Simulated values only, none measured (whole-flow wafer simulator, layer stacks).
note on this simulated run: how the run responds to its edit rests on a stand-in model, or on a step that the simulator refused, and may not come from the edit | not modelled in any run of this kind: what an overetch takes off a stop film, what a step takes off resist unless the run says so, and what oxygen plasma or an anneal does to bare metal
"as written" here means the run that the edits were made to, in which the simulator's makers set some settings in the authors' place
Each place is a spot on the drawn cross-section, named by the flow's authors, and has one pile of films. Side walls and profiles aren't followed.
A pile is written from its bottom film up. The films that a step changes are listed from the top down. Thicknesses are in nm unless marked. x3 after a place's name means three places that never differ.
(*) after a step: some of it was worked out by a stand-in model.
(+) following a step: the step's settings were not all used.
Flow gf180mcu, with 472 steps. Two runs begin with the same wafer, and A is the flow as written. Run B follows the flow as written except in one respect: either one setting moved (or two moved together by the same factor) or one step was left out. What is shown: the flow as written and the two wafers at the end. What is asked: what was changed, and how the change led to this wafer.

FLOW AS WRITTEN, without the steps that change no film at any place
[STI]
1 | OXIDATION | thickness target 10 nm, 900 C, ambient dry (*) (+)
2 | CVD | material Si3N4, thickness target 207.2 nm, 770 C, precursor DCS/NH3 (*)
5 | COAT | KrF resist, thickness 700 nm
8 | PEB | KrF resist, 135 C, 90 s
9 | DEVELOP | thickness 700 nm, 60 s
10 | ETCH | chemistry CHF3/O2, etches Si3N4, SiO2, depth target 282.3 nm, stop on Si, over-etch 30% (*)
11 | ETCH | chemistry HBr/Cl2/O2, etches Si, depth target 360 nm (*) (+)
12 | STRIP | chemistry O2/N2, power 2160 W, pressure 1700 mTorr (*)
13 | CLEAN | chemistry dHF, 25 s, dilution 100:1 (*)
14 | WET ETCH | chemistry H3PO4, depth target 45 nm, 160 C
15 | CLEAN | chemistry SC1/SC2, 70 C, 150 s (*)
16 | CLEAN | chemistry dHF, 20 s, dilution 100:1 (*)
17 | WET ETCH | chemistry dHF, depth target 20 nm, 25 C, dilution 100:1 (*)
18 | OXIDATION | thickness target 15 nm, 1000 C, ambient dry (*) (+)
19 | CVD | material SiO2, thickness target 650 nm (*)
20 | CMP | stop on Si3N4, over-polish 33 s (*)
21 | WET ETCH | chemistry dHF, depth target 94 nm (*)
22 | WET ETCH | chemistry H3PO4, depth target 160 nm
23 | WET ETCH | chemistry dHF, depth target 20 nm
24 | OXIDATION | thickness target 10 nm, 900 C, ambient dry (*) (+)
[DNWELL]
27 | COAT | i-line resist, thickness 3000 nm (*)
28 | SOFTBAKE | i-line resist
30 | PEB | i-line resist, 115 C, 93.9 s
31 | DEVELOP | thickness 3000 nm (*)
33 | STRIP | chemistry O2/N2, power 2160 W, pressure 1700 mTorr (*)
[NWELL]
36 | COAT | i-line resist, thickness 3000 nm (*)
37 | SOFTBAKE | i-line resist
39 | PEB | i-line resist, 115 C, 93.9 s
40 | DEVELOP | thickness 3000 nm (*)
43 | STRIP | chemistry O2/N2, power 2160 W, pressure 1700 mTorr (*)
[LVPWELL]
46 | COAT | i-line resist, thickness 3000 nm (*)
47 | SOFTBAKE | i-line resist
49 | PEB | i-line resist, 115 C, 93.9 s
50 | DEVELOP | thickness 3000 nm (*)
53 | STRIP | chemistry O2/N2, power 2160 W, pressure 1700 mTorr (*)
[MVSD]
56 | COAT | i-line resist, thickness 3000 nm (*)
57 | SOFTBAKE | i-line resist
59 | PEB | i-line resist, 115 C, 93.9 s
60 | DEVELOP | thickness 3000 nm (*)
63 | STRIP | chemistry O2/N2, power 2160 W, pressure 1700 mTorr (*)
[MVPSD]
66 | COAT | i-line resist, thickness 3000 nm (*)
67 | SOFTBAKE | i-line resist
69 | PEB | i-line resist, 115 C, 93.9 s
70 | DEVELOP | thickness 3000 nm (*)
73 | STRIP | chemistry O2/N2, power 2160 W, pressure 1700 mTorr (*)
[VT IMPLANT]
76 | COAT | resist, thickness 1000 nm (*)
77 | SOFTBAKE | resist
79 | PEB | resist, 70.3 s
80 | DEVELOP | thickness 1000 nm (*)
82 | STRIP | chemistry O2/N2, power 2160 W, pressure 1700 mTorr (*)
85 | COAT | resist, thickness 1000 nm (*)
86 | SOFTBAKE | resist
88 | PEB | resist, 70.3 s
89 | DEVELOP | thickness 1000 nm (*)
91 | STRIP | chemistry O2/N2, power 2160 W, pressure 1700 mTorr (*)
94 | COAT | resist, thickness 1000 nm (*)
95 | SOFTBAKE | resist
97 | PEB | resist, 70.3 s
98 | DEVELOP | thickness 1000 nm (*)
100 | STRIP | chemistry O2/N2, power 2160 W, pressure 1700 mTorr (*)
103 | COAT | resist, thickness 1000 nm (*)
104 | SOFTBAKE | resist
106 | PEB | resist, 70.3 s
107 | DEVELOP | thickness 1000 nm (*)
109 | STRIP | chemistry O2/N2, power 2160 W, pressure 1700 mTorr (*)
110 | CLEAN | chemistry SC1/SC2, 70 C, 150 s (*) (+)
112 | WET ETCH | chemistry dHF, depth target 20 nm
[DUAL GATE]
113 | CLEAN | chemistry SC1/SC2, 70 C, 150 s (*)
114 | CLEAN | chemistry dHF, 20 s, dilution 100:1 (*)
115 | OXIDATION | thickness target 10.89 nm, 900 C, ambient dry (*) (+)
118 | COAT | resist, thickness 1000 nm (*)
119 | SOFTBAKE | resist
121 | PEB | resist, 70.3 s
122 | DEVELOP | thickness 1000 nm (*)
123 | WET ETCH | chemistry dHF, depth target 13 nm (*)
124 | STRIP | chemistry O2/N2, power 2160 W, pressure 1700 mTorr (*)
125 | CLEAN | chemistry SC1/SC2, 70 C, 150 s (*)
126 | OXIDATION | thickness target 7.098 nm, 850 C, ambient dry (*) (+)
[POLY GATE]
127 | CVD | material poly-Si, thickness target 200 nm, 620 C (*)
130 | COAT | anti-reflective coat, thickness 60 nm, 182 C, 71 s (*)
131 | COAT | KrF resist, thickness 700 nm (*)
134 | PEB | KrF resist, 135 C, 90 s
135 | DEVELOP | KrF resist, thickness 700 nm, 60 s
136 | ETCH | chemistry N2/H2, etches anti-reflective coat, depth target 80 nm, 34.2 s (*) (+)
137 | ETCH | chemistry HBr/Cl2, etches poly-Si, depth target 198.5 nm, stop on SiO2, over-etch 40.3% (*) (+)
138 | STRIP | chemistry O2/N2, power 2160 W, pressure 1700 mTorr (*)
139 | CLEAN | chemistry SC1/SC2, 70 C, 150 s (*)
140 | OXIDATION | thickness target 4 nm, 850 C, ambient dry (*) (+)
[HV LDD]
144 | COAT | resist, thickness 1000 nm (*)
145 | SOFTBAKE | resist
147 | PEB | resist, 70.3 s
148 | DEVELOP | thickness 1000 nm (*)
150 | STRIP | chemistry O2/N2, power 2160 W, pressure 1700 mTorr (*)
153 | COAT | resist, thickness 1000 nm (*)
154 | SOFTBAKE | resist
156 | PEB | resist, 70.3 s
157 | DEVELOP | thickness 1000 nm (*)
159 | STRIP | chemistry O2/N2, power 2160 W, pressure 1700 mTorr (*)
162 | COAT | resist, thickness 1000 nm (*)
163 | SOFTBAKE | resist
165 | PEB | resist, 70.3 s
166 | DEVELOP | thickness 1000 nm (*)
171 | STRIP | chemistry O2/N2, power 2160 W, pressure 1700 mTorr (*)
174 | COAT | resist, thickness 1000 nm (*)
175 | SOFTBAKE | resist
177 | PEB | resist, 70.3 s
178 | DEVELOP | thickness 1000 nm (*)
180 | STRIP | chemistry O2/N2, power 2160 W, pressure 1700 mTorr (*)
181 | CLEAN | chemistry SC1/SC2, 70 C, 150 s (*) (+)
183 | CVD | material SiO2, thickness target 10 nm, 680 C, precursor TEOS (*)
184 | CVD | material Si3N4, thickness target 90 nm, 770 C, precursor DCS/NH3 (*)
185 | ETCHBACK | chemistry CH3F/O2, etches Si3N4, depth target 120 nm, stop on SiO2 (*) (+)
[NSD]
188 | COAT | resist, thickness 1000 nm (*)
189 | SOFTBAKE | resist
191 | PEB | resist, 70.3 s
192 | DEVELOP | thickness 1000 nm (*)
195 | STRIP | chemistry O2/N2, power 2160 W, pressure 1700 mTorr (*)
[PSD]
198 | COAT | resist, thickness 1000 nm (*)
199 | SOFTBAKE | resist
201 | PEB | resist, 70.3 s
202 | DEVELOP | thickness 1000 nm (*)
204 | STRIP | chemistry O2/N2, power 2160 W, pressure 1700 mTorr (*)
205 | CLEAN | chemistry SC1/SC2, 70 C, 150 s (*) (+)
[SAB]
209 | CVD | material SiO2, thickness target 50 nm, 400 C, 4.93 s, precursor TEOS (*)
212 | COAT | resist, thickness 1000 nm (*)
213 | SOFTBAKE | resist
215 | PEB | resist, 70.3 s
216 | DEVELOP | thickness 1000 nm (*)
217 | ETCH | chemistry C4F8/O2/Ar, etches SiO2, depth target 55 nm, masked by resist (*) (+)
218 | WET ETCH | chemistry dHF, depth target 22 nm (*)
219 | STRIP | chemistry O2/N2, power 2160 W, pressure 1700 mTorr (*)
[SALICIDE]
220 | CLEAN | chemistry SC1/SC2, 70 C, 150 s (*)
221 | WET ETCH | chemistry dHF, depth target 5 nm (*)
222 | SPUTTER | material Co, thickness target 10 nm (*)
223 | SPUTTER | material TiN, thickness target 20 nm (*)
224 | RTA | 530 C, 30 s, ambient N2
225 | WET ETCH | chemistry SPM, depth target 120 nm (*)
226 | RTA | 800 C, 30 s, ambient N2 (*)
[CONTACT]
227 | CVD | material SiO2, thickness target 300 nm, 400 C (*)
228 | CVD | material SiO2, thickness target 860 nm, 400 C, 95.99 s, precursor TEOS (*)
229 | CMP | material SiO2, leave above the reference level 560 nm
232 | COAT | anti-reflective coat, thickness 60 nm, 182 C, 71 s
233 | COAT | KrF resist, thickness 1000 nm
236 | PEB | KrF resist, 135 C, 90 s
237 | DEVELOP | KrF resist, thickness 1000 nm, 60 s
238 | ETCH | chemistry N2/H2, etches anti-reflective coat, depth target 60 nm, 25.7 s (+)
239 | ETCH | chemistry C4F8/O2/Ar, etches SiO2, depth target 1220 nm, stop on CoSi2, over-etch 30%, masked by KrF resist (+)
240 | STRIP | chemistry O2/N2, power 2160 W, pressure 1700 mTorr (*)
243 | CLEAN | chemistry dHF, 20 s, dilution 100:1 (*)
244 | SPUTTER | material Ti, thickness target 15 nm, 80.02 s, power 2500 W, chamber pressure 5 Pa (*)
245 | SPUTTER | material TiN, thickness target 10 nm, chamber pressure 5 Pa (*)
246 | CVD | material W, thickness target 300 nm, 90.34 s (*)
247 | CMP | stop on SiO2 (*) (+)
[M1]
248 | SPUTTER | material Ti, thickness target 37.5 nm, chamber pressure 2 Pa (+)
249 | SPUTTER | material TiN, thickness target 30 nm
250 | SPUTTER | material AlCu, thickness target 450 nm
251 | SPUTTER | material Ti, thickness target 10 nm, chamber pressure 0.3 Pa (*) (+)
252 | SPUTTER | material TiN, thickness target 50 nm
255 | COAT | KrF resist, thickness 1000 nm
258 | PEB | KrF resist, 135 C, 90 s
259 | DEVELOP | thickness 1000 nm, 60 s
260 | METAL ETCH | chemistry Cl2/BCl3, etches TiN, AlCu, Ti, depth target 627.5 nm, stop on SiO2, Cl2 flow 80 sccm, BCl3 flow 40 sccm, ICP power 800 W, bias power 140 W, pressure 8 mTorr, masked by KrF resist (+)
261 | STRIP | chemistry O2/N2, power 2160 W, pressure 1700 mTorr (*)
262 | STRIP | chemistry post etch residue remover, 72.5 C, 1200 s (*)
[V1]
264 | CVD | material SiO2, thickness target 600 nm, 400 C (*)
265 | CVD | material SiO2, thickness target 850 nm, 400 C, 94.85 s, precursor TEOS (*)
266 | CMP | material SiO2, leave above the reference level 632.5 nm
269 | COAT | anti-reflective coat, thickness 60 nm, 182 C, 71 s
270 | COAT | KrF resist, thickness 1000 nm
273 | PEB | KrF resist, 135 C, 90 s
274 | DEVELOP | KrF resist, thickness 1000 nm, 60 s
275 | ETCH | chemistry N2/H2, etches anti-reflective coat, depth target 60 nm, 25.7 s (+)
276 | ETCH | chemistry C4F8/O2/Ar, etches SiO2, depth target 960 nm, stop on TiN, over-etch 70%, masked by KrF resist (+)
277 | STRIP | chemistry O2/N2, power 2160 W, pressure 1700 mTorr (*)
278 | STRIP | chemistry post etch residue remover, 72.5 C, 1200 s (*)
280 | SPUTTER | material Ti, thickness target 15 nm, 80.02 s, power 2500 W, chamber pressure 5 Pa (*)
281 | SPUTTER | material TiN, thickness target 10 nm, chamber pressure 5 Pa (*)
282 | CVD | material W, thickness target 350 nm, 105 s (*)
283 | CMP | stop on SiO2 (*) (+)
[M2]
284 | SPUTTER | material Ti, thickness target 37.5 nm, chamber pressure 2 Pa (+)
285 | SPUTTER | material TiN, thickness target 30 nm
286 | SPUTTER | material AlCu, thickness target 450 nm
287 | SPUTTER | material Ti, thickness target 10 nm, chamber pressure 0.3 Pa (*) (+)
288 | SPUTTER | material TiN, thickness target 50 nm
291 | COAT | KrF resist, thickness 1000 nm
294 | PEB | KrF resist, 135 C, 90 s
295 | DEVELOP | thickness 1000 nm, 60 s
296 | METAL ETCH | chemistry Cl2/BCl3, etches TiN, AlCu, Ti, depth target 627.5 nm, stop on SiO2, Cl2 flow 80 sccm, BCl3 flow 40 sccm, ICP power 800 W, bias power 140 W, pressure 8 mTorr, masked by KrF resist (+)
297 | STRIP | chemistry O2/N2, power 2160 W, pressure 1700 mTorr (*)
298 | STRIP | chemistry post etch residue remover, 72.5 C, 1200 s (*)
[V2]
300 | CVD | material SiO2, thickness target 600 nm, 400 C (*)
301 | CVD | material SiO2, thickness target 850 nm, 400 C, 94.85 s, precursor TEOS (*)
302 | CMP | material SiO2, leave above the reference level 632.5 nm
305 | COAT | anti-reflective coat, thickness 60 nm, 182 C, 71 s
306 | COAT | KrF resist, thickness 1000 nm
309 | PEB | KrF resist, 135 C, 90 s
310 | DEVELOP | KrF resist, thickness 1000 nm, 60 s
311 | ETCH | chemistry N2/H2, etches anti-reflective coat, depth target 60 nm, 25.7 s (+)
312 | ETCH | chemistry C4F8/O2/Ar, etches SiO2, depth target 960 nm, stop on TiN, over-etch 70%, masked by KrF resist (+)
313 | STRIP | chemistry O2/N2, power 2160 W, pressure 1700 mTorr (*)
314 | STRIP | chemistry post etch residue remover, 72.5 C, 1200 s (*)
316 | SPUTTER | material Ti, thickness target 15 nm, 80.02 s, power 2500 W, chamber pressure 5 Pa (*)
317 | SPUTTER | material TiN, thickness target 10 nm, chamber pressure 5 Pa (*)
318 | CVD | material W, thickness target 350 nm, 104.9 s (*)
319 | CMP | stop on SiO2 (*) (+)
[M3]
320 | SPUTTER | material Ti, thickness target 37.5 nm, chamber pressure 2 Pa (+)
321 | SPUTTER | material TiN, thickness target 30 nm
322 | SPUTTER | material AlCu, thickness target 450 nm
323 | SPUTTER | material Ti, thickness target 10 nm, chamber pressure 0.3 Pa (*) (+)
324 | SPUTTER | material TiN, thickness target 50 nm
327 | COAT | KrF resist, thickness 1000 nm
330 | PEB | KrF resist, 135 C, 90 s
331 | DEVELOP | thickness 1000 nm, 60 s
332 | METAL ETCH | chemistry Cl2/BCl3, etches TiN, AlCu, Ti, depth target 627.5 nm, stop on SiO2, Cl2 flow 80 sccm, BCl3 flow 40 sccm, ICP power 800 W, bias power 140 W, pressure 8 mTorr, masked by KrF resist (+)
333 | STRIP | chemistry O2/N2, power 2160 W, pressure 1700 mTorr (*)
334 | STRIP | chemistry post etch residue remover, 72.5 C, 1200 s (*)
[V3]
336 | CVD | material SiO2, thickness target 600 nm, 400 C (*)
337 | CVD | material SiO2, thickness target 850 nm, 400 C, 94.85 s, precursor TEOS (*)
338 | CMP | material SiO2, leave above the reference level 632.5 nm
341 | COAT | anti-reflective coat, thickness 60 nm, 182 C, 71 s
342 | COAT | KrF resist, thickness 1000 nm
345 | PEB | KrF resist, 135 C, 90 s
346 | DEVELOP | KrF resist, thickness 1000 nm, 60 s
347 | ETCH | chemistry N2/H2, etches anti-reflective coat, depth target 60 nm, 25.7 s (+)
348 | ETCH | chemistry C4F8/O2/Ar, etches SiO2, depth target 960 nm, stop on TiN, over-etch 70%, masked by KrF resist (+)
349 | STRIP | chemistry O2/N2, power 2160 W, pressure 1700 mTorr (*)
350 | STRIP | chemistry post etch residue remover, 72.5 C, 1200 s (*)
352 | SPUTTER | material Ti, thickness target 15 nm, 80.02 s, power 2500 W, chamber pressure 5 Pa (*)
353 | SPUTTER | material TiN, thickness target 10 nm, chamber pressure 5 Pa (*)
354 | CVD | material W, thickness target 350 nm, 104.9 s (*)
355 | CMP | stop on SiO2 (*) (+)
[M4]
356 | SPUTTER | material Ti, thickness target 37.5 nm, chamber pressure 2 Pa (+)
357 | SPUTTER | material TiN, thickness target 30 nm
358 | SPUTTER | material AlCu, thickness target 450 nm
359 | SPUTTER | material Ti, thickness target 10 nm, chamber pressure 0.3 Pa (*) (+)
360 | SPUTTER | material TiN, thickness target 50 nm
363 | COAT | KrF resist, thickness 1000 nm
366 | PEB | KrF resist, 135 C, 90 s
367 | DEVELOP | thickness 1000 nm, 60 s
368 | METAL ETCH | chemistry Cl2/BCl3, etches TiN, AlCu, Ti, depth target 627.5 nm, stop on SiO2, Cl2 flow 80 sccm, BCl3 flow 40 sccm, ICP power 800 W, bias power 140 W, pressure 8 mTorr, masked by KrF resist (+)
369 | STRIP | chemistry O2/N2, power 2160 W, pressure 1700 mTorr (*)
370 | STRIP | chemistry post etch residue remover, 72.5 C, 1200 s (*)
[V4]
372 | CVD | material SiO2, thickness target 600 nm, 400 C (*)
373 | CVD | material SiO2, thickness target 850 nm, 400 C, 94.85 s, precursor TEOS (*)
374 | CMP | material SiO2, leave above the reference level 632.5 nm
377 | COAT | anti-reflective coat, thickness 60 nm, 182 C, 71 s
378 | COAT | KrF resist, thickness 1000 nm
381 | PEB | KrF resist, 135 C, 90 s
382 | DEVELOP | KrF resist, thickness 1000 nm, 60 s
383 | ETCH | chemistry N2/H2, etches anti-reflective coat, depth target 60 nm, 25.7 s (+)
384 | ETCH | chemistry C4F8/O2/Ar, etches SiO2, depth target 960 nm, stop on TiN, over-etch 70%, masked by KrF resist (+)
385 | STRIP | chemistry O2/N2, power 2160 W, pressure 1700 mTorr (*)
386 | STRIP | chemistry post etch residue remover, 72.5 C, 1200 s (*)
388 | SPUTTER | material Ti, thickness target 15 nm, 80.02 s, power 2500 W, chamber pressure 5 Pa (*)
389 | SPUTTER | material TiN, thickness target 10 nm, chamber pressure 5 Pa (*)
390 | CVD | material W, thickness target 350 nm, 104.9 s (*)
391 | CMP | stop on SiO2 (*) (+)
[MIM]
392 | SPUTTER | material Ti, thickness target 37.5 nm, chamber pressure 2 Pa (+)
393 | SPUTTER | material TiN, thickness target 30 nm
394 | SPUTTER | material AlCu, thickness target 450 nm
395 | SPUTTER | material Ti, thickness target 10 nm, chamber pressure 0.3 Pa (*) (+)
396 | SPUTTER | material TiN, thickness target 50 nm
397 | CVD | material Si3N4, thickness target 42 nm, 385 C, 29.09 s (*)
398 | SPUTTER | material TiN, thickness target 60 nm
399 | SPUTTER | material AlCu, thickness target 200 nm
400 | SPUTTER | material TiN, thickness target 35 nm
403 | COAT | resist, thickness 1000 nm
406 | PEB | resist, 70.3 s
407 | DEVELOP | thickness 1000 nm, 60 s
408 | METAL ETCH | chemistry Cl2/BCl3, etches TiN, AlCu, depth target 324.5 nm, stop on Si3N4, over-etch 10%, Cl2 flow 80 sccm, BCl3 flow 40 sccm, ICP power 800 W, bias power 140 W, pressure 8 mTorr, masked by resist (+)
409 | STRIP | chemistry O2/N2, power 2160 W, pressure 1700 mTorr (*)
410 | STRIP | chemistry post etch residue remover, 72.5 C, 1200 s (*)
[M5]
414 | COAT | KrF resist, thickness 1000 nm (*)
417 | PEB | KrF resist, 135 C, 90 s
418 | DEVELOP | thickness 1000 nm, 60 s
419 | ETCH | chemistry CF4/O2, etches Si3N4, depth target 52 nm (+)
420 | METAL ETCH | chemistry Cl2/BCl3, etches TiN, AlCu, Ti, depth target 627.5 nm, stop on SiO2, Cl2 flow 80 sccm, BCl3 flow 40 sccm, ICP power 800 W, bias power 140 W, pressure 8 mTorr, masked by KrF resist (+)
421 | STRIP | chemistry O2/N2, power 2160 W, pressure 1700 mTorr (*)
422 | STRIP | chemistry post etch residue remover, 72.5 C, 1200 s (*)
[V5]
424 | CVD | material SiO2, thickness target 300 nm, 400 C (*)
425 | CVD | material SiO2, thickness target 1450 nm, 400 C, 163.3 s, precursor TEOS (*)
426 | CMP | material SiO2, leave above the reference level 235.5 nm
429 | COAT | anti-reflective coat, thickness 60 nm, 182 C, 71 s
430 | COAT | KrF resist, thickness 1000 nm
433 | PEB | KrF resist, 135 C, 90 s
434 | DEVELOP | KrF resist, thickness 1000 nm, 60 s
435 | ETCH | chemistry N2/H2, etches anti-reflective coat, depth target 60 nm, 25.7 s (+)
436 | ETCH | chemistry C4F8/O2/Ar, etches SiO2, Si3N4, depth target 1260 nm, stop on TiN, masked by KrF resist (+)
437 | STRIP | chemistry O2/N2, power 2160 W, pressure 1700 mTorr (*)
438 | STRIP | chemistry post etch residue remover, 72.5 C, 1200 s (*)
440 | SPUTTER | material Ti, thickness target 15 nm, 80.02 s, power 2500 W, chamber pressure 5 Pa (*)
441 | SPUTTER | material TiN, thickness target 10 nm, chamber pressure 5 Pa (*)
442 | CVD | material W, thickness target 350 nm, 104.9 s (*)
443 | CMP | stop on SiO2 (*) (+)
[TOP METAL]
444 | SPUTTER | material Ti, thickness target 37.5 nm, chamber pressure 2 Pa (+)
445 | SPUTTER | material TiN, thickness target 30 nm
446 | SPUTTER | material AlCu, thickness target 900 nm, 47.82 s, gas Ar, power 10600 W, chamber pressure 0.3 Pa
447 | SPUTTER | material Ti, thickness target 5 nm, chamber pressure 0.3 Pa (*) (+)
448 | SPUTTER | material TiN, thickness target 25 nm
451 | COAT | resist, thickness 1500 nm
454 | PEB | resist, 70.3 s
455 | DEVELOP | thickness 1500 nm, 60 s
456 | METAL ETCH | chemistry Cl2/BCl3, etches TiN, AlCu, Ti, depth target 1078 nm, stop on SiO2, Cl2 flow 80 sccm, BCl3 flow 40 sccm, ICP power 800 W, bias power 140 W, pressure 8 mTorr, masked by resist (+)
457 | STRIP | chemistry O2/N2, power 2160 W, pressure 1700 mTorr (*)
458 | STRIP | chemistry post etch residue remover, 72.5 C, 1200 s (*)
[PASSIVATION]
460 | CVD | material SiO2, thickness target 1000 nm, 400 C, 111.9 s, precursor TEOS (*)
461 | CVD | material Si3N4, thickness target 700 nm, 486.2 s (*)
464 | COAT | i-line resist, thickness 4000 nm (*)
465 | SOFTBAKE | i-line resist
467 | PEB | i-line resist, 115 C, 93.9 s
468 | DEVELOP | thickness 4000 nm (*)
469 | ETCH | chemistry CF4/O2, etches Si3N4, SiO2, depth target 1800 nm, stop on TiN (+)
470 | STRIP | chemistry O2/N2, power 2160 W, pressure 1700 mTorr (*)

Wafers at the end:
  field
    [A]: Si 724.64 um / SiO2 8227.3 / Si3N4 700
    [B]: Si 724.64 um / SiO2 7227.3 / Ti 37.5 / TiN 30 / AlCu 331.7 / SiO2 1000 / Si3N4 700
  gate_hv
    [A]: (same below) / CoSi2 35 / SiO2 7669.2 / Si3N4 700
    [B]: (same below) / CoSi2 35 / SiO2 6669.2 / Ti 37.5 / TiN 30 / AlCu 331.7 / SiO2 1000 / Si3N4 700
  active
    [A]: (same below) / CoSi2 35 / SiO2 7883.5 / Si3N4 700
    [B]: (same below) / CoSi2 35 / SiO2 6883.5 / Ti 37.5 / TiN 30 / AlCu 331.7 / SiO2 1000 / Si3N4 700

Cause: step 456, METAL ETCH: depth target 592.6 nm was run, while the flow as written has depth target 1078 nm.

Step by step, how the change led to this:
  456 | METAL ETCH | chemistry Cl2/BCl3, etches TiN, AlCu, Ti, depth target 1078 nm, stop on SiO2, Cl2 flow 80 sccm, BCl3 flow 40 sccm, ICP power 800 W, bias power 140 W, pressure 8 mTorr, masked by resist (+)
      field, field__w1, field__w2 and 103 more: A TiN loses 25 (all of it), Ti loses 5 (all of it), AlCu loses 900 (all of it), TiN loses 30 (all of it), Ti loses 37.5 (all of it) | B TiN loses 25 (all of it), Ti loses 5 (all of it), AlCu loses 562.6
      field__w8, contact, m1, m1__w1, pad, m1_nw: A resist loses 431 | B resist loses 237
  457 | STRIP | chemistry O2/N2, power 2160 W, pressure 1700 mTorr (*)
      field__w8, contact, m1, m1__w1, pad, m1_nw: A resist loses 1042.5 (all of it) | B resist loses 1236.4 (all of it)
  458 | STRIP | chemistry post etch residue remover, 72.5 C, 1200 s (*)
      field, field__w1, field__w2 and 103 more: A nothing | B AlCu loses 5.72
  460 | CVD | material SiO2, thickness target 1000 nm, 400 C, 111.9 s, precursor TEOS (*)
      field, field__w1, field__w2 and 103 more: A SiO2 gains 1000 | B SiO2 gains 1000 (new film)
  464 | COAT | i-line resist, thickness 4000 nm (*)
      field__w8: A i-line resist gains 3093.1 (new film) | B i-line resist gains 3449.6 (new film)
      contact: A i-line resist gains 3153.6 (new film) | B i-line resist gains 3478.2 (new film)
      (also at 4 further places)
  465 | SOFTBAKE | i-line resist
      gate: A i-line resist gains 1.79 | B i-line resist loses 0.88
      field__w11, field__w13: A i-line resist gains 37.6 | B i-line resist gains 19
      (also at 66 further places)
  467 | PEB | i-line resist, 115 C, 93.9 s
      field__w8, m1__w1: A i-line resist loses 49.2 | B i-line resist loses 56.5
      contact, m1: A i-line resist loses 49.6 | B i-line resist loses 56.7
      (also at 2 further places)
  468 | DEVELOP | thickness 4000 nm (*)
      pad: A i-line resist loses 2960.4 (all of it) | B i-line resist loses 3349.3 (all of it)
  470 | STRIP | chemistry O2/N2, power 2160 W, pressure 1700 mTorr (*)
      field__w8, m1__w1: A i-line resist loses 1775.9 (all of it) | B i-line resist loses 2158.6 (all of it)
      contact: A i-line resist loses 1798.3 (all of it) | B i-line resist loses 2169.5 (all of it)
      (also at 2 further places)
With metal films that touch counted as one body, field has 1 body; the flow as written gives 0 bodies.
With metal films that touch counted as one body, gate_hv has 2 bodies (between them, from the top down: SiO2 6669.2); the flow as written gives 1 body.
With metal films that touch counted as one body, active has 2 bodies (between them, from the top down: SiO2 6883.5); the flow as written gives 1 body.
